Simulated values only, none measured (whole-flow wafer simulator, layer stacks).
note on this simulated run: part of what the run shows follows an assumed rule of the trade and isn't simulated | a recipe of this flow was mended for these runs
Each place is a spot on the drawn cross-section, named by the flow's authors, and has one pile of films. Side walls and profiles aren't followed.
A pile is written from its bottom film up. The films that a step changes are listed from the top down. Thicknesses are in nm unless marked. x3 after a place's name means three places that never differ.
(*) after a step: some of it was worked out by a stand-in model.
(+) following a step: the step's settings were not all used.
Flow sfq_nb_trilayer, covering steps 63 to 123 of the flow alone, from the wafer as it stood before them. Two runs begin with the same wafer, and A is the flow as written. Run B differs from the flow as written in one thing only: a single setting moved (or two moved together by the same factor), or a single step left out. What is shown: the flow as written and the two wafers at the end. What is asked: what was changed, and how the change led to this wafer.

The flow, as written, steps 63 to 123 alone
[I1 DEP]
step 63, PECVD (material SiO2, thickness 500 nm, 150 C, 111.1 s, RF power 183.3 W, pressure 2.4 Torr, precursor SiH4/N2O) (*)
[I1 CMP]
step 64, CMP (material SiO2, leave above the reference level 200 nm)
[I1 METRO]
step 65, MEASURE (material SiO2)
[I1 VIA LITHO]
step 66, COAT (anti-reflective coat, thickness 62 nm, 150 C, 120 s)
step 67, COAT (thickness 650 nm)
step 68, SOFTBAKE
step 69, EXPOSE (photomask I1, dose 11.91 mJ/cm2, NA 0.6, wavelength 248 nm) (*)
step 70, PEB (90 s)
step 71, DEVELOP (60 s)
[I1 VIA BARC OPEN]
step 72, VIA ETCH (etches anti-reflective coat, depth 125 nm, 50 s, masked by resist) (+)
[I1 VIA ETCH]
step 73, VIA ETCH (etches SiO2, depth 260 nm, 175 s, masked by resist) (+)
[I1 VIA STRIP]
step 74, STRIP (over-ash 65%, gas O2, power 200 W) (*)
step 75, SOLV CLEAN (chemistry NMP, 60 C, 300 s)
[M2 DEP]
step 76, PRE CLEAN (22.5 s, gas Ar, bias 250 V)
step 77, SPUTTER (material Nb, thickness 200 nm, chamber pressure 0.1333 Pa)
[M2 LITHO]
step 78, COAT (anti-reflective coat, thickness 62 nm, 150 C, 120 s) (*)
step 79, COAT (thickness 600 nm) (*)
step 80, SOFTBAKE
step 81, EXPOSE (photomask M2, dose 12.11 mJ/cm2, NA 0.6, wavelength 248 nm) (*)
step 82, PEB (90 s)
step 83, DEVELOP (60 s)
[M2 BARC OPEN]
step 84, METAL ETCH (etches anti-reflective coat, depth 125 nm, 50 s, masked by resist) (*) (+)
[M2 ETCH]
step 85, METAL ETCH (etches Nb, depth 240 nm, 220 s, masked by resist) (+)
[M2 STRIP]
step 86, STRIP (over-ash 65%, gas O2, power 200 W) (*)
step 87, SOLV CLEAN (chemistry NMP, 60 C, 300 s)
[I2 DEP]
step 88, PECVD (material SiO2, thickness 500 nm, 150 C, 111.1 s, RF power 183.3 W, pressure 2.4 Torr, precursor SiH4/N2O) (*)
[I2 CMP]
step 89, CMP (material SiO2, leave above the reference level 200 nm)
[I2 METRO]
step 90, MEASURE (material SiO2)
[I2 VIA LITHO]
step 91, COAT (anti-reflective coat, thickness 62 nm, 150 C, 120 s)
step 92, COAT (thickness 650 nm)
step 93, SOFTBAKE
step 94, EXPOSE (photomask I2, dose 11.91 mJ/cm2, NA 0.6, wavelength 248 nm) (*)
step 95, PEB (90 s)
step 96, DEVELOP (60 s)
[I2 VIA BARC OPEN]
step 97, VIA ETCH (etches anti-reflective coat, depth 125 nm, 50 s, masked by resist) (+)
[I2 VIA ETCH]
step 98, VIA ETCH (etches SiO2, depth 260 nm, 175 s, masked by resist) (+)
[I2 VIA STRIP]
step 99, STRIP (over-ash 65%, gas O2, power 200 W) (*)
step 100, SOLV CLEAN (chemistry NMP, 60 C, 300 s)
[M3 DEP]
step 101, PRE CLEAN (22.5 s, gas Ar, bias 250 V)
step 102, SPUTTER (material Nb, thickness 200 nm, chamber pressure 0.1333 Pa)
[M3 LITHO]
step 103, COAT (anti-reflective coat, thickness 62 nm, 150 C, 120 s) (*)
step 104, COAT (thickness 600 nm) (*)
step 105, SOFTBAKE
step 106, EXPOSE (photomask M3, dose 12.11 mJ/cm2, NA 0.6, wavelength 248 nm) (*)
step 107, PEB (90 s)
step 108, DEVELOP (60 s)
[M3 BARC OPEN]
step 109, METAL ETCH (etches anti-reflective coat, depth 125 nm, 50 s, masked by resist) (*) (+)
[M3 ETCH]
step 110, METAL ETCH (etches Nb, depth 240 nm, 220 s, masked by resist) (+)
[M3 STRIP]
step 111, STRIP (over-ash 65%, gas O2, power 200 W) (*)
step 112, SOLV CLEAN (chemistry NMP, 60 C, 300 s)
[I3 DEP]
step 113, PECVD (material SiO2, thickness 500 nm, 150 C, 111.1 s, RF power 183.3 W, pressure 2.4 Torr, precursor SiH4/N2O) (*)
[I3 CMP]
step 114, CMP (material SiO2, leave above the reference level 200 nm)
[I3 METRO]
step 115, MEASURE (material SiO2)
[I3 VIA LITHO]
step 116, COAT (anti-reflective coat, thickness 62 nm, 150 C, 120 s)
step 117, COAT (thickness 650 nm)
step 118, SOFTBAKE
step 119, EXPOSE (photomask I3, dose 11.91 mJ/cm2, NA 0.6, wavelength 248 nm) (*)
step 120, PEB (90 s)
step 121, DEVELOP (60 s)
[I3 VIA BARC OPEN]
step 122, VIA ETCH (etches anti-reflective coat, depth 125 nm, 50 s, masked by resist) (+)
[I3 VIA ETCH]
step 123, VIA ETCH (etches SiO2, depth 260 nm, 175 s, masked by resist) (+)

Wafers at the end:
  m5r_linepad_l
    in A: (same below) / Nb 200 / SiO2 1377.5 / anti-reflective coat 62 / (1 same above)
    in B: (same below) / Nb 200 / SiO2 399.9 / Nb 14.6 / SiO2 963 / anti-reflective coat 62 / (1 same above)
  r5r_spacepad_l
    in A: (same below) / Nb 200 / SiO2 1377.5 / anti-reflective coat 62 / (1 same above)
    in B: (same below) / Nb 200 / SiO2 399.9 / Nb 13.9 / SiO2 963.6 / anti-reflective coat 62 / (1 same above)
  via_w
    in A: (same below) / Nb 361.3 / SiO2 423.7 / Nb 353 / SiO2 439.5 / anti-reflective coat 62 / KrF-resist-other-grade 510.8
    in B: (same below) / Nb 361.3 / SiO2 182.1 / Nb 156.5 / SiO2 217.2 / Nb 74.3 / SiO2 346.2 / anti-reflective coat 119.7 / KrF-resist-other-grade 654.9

What caused this: step 63, PECVD: 48.61 s was run, whereas the flow has 111.1 s.

The path from the change to this, step by step:
  step 63, PECVD (material SiO2, thickness 500 nm, 150 C, 111.1 s, RF power 183.3 W, pressure 2.4 Torr, precursor SiH4/N2O) (*)
      field_l, be, be_sur and 72 more: A SiO2 gains 500 | B SiO2 gains 218.9
      v_sur, via_wl, via_wr and 20 more: A SiO2 gains 500 (new film) | B SiO2 gains 218.9 (new film)
      (as well as at 8 more places)
  step 64, CMP (material SiO2, leave above the reference level 200 nm)
      field_l, be, be_sur and 72 more: A SiO2 loses 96 | B nothing
      lsp_m, ln_m6, lsp_r, l0_sur, l0v: A SiO2 loses 90.8 | B nothing
      (as well as at 26 more places)
  step 66, COAT (anti-reflective coat, thickness 62 nm, 150 C, 120 s)
      wl_a_m6, wl_a_sr, wl_b_m5: A anti-reflective coat gains 62 (new film) | B anti-reflective coat gains 58.2 (new film)
      m0r_line_l x3: A anti-reflective coat gains 62 (new film) | B anti-reflective coat gains 30 (new film)
      (as well as at 93 more places)
  step 67, COAT (thickness 650 nm)
      ce_l, be_r, m5r_space_l, m5r_space_r: A KrF-resist-other-grade gains 650 (new film) | B KrF-resist-other-grade gains 665.9 (new film)
      m0r_line_l x3: A KrF-resist-other-grade gains 650 (new film) | B KrF-resist-other-grade gains 717.4 (new film)
      (as well as at 72 more places)
  step 71, DEVELOP (60 s)
      via_v: A KrF-resist-other-grade loses 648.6 (all of it) | B KrF-resist-other-grade loses 581.2 (all of it)
  step 72, VIA ETCH (etches anti-reflective coat, depth 125 nm, 50 s, masked by resist) (+)
      via_v: A anti-reflective coat loses 62 (all of it), SiO2 loses 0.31 | B anti-reflective coat loses 59.1 (all of it), SiO2 loses 0.33
  step 74, STRIP (over-ash 65%, gas O2, power 200 W) (*)
      m0r_line_l x3: A KrF-resist-other-grade loses 510.8 (all of it), anti-reflective coat loses 62 (all of it) | B KrF-resist-other-grade loses 578.1 (all of it), anti-reflective coat loses 30 (all of it)
      m0r_space_l, m6r_space_l x2: A KrF-resist-other-grade loses 510.8 (all of it), anti-reflective coat loses 62 (all of it) | B KrF-resist-other-grade loses 523.6 (all of it), anti-reflective coat loses 96 (all of it)
      (as well as at 96 more places)
  step 77, SPUTTER (material Nb, thickness 200 nm, chamber pressure 0.1333 Pa)
      lsp_m, ln_m6, lsp_r, l0_sur, l0v: A Nb gains 200 (new film) | B Nb gains 194.9 (new film)
      be, lsp_l: A Nb gains 200 (new film) | B Nb gains 183.1 (new film)
      (as well as at 1 more place)
  step 78, COAT (anti-reflective coat, thickness 62 nm, 150 C, 120 s) (*)
      m0r_line_l x3, m0r_line_r x3: A anti-reflective coat gains 62 (new film) | B anti-reflective coat gains 29.8 (new film)
      m0r_space_l, m0r_space_r, m6r_space_l x2, m6r_space_r x2: A anti-reflective coat gains 62 (new film) | B anti-reflective coat gains 96.1 (new film)
      (as well as at 87 more places)
  step 79, COAT (thickness 600 nm) (*)
      m0r_line_l x3, m0r_line_r x3: A KrF-resist-other-grade gains 600 (new film) | B KrF-resist-other-grade gains 665.8 (new film)
      p4_fm, m5r_space_l, m5r_space_r: A KrF-resist-other-grade gains 600 (new film) | B KrF-resist-other-grade gains 616 (new film)
      (as well as at 67 more places)
  step 83, DEVELOP (60 s)
      m0r_line_l x3, m0r_line_r x3: A KrF-resist-other-grade loses 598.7 (all of it) | B KrF-resist-other-grade loses 664.3 (all of it)
      m5r_line_l, m5r_line_r: A KrF-resist-other-grade loses 598.7 (all of it) | B KrF-resist-other-grade loses 642 (all of it)
      (as well as at 46 more places)
  step 84, METAL ETCH (etches anti-reflective coat, depth 125 nm, 50 s, masked by resist) (*) (+)
      m5r_linepad_l, m5r_linepad_r, r5r_line_l, r5r_spacepad_l, r5r_spacepad_r, m8r_pad_l, m8r_pad_r: A anti-reflective coat loses 62 (all of it) | B anti-reflective coat loses 125
      m0r_line_l x3, m0r_line_r x3: A anti-reflective coat loses 62 (all of it) | B anti-reflective coat loses 29.8 (all of it)
      (as well as at 66 more places)
  step 85, METAL ETCH (etches Nb, depth 240 nm, 220 s, masked by resist) (+)
      m5r_linepad_l, m5r_linepad_r: A Nb loses 200 (all of it), SiO2 loses 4 | B anti-reflective coat loses 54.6 (all of it), Nb loses 185.4
      r5r_spacepad_l, r5r_spacepad_r: A Nb loses 200 (all of it), SiO2 loses 4 | B anti-reflective coat loses 53.9 (all of it), Nb loses 186.1
      (as well as at 10 more places)
  step 86, STRIP (over-ash 65%, gas O2, power 200 W) (*)
      v_sur: A KrF-resist-other-grade loses 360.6 (all of it), anti-reflective coat loses 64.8 (all of it) | B KrF-resist-other-grade loses 283.3 (all of it), anti-reflective coat loses 38.6 (all of it)
      via_wl: A KrF-resist-other-grade loses 357.4 (all of it), anti-reflective coat loses 67.7 (all of it) | B KrF-resist-other-grade loses 291 (all of it), anti-reflective coat loses 31.3 (all of it)
      (as well as at 20 more places)
  step 88, PECVD (material SiO2, thickness 500 nm, 150 C, 111.1 s, RF power 183.3 W, pressure 2.4 Torr, precursor SiH4/N2O) (*)
      m5r_linepad_l, m5r_linepad_r, r5r_spacepad_l, r5r_spacepad_r: A SiO2 gains 500 | B SiO2 gains 500 (new film)
      wl_d_sl, wl_d_sr: A SiO2 gains 500 | B SiO2 gains 542.1
      (as well as at 1 more place)
  step 89, CMP (material SiO2, leave above the reference level 200 nm)
      field_l, be, be_sur and 79 more: A SiO2 loses 96 | B nothing
      via_w: A SiO2 loses 300 | B SiO2 loses 157.1
  ... 19 other steps ...
  step 122, VIA ETCH (etches anti-reflective coat, depth 125 nm, 50 s, masked by resist) (+)
      via_v: A anti-reflective coat loses 62 (all of it), SiO2 loses 0.31 | B anti-reflective coat loses 70.7 (all of it), SiO2 loses 0.27
With metal films that touch counted as one body, m5r_linepad_l has 2 bodies (between them, from the top down: SiO2 399.9); the flow as written gives 1 body.
With metal films that touch counted as one body, r5r_spacepad_l has 2 bodies (between them, from the top down: SiO2 399.9); the flow as written gives 1 body.
With metal films that touch counted as one body, via_w has 3 bodies (between them, from the top down: SiO2 217.2; SiO2 182.1); the flow as written gives 2 bodies (between them, from the top down: SiO2 423.7).
